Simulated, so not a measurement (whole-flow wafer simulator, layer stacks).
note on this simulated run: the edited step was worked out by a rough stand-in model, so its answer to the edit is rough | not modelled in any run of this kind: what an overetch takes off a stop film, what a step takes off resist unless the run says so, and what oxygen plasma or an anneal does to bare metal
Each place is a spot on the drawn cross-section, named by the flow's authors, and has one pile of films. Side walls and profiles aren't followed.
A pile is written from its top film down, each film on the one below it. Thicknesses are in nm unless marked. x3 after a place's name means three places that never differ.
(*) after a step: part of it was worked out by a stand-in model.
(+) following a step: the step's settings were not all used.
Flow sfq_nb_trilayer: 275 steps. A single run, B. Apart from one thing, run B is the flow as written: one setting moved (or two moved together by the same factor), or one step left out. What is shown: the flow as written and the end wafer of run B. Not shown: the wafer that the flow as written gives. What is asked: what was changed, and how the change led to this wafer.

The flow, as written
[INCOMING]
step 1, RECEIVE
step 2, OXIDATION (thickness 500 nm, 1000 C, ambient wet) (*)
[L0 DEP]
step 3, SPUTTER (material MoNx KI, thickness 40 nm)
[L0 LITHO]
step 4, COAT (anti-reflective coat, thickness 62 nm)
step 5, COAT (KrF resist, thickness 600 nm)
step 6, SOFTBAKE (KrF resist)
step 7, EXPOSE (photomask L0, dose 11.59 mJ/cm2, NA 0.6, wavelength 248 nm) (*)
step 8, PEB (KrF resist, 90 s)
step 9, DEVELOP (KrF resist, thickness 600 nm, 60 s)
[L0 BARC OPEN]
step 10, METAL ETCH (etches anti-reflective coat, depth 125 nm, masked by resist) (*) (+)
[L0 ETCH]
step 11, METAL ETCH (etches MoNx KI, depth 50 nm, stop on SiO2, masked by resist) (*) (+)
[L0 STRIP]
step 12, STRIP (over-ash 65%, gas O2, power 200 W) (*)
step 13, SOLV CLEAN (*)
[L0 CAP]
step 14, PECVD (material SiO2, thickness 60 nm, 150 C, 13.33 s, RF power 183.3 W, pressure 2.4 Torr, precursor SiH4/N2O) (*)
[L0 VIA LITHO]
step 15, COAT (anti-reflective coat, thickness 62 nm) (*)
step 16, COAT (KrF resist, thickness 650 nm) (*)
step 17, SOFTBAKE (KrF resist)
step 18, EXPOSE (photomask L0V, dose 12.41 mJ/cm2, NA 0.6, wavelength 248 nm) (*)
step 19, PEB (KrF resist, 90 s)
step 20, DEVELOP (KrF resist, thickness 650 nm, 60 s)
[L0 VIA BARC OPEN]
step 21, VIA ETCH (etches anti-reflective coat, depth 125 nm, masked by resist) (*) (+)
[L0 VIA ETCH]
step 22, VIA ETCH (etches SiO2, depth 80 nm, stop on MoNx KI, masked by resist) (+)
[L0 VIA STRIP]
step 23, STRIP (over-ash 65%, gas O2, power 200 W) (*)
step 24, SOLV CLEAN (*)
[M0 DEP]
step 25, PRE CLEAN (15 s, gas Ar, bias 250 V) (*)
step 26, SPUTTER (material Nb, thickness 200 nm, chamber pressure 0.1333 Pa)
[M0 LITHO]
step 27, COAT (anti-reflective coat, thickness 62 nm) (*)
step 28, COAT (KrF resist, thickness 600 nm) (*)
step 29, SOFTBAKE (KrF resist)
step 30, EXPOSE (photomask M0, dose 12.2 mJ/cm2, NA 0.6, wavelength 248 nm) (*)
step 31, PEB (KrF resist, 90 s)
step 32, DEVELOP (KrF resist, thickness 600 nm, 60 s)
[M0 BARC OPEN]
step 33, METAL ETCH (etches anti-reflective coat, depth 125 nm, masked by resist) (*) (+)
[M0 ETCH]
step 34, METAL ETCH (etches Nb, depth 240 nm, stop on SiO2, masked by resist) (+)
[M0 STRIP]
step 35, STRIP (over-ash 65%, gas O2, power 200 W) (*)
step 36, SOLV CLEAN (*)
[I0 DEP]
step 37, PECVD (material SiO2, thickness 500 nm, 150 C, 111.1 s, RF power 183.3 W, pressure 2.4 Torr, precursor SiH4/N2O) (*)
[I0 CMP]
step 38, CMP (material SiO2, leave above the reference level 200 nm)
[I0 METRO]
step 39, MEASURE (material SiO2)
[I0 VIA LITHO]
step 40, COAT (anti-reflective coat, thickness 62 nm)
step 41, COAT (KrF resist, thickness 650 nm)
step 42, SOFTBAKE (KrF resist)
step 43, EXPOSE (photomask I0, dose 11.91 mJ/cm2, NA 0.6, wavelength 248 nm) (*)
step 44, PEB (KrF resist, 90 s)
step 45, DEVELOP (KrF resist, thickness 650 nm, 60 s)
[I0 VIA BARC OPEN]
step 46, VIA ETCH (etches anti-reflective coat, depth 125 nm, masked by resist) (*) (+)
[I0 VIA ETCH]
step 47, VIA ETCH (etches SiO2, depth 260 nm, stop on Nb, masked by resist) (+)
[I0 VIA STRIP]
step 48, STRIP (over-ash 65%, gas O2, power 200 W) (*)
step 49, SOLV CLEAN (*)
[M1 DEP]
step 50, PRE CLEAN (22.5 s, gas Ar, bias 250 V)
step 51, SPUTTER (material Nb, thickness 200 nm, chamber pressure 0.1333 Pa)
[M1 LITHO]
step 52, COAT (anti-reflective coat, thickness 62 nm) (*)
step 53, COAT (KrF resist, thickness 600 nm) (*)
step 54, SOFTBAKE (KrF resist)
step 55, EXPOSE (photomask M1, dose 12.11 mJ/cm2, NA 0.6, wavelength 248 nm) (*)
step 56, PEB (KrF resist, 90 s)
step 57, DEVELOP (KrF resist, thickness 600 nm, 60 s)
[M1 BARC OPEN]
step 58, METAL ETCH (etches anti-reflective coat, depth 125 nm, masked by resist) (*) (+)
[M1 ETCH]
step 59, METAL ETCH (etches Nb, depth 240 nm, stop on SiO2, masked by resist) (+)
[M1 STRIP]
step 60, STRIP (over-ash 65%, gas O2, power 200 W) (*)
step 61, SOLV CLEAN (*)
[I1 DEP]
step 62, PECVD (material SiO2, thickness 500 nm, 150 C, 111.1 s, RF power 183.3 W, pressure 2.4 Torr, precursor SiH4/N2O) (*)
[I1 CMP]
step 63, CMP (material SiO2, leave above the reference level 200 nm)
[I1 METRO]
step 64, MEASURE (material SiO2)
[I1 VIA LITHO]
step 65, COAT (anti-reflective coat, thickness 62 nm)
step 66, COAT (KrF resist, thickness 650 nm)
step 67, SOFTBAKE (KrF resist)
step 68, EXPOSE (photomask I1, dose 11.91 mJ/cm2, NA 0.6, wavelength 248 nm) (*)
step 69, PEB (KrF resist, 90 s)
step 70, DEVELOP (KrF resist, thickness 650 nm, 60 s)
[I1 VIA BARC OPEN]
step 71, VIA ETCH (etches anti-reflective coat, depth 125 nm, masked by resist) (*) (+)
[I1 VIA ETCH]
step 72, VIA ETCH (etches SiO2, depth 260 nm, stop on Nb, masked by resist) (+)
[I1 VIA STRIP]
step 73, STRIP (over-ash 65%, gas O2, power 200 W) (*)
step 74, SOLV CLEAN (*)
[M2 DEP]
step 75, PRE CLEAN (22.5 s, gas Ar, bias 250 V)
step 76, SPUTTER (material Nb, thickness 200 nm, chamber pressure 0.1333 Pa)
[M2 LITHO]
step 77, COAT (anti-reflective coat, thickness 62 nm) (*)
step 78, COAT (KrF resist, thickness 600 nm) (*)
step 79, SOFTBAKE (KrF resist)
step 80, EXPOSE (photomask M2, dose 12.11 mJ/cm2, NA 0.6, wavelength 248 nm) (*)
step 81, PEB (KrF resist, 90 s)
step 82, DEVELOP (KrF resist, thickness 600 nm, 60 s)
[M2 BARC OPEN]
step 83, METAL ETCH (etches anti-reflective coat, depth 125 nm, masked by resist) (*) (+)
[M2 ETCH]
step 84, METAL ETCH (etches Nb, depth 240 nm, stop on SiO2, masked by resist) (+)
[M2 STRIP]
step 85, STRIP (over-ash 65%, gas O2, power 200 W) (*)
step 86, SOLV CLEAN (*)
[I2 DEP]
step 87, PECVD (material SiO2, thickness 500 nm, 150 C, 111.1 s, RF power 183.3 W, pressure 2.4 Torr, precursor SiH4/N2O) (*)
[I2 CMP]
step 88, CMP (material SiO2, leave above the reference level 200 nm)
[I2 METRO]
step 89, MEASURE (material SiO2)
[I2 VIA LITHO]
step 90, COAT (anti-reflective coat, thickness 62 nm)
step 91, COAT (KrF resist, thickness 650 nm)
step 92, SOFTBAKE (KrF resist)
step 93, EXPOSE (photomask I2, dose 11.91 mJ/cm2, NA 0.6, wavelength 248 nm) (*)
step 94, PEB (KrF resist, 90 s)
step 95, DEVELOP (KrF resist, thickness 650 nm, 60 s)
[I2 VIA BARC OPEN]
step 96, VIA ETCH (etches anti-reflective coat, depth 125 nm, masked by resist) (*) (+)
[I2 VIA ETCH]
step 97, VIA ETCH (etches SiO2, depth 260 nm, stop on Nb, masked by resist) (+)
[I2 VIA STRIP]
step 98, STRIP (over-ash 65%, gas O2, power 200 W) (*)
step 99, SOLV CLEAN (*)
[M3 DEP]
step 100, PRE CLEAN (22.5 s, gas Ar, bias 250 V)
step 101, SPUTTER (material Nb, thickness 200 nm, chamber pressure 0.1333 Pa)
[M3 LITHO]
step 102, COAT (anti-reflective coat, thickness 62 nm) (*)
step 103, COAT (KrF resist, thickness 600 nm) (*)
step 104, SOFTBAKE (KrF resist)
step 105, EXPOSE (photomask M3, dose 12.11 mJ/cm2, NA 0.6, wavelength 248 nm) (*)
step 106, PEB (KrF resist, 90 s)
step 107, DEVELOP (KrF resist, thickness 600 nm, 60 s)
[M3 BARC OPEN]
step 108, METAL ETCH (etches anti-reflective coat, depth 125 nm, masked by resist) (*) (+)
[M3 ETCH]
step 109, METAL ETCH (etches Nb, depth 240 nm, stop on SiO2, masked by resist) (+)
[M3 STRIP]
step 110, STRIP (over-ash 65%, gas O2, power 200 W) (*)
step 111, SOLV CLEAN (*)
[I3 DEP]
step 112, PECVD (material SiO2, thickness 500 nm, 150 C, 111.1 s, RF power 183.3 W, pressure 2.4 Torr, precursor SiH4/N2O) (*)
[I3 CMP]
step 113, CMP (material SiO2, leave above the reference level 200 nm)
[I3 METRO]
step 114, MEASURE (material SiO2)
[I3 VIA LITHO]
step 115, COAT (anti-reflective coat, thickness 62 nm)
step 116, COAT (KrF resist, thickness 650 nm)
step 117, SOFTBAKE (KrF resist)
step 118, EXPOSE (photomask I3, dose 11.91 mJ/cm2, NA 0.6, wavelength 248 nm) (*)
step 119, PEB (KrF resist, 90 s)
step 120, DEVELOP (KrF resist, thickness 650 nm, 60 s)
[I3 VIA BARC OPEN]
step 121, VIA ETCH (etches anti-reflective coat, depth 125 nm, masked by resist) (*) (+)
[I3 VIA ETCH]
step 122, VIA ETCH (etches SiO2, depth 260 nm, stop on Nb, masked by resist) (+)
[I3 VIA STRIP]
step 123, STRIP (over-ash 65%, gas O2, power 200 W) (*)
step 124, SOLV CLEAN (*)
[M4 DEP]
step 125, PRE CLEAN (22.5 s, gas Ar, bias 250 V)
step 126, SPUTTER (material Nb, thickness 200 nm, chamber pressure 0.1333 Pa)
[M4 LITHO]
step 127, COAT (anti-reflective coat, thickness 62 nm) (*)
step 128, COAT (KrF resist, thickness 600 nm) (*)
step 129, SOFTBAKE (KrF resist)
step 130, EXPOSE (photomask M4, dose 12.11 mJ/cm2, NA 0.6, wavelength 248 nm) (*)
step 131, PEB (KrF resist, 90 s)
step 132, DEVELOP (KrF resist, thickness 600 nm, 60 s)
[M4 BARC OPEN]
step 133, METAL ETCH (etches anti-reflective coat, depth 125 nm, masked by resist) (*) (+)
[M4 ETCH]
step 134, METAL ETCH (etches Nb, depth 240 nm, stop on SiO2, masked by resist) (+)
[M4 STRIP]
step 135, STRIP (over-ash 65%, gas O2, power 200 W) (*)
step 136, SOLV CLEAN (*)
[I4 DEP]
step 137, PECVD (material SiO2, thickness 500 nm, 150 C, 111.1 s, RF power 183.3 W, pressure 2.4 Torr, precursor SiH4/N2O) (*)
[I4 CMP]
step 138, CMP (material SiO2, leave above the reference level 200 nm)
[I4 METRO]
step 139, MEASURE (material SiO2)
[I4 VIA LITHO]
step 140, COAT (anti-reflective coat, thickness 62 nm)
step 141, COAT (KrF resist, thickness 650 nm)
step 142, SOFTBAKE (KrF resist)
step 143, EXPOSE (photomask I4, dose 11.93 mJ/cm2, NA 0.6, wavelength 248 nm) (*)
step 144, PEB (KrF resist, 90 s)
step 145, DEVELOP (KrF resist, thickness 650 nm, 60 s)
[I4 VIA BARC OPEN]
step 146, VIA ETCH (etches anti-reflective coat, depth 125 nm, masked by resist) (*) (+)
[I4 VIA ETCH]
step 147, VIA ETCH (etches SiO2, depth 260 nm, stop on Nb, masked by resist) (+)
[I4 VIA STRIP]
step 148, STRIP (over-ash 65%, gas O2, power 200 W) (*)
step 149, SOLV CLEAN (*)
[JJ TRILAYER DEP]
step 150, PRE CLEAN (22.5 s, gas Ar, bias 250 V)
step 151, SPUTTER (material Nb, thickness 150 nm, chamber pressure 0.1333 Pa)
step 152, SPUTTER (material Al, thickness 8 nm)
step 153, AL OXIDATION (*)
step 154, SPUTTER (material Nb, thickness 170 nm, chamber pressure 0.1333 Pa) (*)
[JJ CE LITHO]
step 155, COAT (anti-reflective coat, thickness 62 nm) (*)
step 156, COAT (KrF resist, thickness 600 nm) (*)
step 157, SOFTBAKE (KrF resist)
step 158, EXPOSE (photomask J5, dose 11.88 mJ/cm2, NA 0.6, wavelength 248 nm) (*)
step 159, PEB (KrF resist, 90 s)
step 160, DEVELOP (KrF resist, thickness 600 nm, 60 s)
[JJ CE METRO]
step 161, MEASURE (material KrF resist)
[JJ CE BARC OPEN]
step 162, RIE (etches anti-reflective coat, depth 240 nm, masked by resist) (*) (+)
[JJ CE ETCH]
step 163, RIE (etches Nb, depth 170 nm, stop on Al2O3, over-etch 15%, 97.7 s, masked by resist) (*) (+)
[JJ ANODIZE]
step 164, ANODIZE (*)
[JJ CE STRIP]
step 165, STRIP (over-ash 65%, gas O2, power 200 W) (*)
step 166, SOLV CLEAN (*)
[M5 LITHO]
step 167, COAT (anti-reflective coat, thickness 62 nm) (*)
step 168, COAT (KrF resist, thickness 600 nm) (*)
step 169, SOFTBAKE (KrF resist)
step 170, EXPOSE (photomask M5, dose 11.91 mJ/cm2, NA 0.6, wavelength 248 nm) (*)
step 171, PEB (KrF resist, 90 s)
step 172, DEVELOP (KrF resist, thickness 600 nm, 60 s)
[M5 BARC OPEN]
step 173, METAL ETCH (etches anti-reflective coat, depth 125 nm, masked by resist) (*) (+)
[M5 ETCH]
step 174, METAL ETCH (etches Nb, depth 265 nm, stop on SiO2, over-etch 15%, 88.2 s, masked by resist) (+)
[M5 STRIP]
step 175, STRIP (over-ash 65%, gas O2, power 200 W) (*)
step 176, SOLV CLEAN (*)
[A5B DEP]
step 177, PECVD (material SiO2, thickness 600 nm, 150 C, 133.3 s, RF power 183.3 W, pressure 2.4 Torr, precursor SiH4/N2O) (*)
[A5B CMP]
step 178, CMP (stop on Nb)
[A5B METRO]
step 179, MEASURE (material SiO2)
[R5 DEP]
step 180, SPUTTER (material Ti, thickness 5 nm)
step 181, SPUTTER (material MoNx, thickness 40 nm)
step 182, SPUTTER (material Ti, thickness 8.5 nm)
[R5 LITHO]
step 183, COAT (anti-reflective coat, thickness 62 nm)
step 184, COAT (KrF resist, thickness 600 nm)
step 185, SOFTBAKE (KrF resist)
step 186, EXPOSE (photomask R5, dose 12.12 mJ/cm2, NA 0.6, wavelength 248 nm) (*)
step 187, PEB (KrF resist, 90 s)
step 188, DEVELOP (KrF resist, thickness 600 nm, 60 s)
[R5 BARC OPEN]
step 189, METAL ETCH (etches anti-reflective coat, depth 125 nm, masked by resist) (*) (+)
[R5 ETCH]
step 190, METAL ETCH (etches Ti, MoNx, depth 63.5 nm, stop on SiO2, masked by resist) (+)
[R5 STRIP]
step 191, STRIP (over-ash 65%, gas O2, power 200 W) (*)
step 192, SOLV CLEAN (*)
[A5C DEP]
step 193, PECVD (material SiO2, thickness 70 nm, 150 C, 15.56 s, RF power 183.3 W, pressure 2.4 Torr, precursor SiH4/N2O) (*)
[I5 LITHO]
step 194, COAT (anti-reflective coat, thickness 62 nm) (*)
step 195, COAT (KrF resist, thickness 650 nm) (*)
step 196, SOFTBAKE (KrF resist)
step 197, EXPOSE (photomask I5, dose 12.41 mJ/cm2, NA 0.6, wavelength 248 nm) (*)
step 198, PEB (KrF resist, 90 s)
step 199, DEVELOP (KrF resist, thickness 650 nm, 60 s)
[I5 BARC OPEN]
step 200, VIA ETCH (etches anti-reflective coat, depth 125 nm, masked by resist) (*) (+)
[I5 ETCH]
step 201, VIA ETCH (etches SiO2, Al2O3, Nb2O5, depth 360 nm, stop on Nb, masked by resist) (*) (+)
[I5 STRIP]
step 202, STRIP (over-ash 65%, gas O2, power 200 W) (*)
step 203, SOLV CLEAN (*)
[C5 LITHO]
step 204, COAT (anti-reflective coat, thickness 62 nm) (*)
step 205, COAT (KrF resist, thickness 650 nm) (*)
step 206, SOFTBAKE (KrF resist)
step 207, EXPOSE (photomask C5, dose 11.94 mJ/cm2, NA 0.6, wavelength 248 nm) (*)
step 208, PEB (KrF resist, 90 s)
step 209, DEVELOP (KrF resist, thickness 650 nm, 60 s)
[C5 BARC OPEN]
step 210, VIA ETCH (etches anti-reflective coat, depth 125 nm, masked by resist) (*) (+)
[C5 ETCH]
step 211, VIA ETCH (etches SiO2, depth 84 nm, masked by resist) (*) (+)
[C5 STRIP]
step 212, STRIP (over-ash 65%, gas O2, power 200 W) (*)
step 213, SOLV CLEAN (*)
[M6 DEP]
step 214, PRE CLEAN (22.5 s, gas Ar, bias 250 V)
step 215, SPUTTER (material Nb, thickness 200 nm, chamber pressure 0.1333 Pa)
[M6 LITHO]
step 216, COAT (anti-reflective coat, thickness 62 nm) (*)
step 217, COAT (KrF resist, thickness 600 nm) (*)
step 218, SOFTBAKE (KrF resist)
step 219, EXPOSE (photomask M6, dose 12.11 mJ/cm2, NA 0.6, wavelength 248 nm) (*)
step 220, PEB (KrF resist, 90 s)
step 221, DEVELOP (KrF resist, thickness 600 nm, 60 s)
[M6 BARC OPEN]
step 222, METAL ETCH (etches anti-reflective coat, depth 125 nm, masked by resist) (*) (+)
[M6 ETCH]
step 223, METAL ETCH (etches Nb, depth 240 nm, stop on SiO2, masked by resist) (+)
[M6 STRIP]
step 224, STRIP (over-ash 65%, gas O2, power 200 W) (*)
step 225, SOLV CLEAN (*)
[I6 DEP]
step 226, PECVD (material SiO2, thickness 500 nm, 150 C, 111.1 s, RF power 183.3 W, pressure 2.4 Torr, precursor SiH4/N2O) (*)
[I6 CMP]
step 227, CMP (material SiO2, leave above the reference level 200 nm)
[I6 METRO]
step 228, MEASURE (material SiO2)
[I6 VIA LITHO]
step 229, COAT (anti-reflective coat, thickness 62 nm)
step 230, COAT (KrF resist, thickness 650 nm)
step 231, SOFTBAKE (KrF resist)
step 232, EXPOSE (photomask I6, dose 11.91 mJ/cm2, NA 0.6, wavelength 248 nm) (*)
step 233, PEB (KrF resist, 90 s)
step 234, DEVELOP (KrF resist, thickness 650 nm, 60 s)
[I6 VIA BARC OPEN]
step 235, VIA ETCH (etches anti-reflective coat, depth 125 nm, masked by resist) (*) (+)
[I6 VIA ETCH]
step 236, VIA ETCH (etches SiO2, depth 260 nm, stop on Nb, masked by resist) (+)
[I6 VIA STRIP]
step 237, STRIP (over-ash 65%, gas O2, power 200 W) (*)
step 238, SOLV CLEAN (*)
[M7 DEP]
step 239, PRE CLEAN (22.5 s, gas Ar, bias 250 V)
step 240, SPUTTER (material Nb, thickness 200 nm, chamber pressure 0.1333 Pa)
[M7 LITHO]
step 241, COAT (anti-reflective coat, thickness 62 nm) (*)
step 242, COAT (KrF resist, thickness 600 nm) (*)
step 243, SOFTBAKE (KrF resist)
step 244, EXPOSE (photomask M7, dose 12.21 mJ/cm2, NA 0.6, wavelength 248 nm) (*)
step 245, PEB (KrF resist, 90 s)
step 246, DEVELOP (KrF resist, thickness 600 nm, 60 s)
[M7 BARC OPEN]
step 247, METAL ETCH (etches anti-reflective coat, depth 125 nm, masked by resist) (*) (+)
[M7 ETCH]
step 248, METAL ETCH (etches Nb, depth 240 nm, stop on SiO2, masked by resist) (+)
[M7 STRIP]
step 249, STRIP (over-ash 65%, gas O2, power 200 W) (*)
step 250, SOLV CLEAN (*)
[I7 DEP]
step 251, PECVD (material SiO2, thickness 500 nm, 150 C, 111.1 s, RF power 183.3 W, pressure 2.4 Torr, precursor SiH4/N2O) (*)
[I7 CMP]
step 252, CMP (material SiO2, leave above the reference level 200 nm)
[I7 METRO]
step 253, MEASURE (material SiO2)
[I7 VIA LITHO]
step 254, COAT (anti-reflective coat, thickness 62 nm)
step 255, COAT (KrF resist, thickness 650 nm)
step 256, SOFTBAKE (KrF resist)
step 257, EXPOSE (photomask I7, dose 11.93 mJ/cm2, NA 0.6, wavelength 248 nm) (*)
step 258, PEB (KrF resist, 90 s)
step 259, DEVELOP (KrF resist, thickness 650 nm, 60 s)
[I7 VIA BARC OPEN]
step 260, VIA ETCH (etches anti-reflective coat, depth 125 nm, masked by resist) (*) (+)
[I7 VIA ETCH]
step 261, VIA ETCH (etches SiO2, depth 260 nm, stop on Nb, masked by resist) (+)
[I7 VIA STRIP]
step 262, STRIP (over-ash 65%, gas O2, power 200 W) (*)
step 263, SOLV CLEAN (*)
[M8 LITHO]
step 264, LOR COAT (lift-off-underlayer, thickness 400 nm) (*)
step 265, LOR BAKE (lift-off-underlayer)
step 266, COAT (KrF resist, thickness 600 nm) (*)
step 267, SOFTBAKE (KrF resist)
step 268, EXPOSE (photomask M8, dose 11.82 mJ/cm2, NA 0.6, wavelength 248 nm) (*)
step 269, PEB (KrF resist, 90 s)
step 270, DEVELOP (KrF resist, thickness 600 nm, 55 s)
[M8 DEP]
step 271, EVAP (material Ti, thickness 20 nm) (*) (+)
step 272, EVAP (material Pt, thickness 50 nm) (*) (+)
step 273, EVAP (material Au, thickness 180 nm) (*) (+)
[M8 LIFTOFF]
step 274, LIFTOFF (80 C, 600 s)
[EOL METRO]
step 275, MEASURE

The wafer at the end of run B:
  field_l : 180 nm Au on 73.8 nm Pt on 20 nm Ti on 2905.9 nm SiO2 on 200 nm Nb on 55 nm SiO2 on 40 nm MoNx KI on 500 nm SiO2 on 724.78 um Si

What caused this: step 272, EVAP: thickness 73.8 nm was run, though the flow has thickness 50 nm.
One can read it off the wafer: field_l has Pt 73.8, and step 272 as written asks for 50 nm.

The path from the change to this, step by step:
  step 272, EVAP (material Pt, thickness 50 nm) (*) (+)
      field_l, v_sur, via_wl and 103 more: +73.8 Pt (new film) (it would be, as written: +50 Pt (new film))
  step 274, LIFTOFF (80 C, 600 s)
      p4_fl x3, p4_w1 x9, p4_g1 x2 and 60 more: -180 Au (all of it), -73.8 Pt (all of it), -20 Ti (all of it), -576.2 KrF resist (all of it), -400 lift-off-underlayer (all of it) (it would be, as written: -180 Au (all of it), -50 Pt (all of it), -20 Ti (all of it), -576.2 KrF resist (all of it), -400 lift-off-underlayer (all of it))
      c5j, ce_r: -180 Au (all of it), -73.8 Pt (all of it), -20 Ti (all of it), -573.3 KrF resist (all of it), -399.3 lift-off-underlayer (all of it) (it would be, as written: -180 Au (all of it), -50 Pt (all of it), -20 Ti (all of it), -573.3 KrF resist (all of it), -399.3 lift-off-underlayer (all of it))
      (and at 19 other places as well)
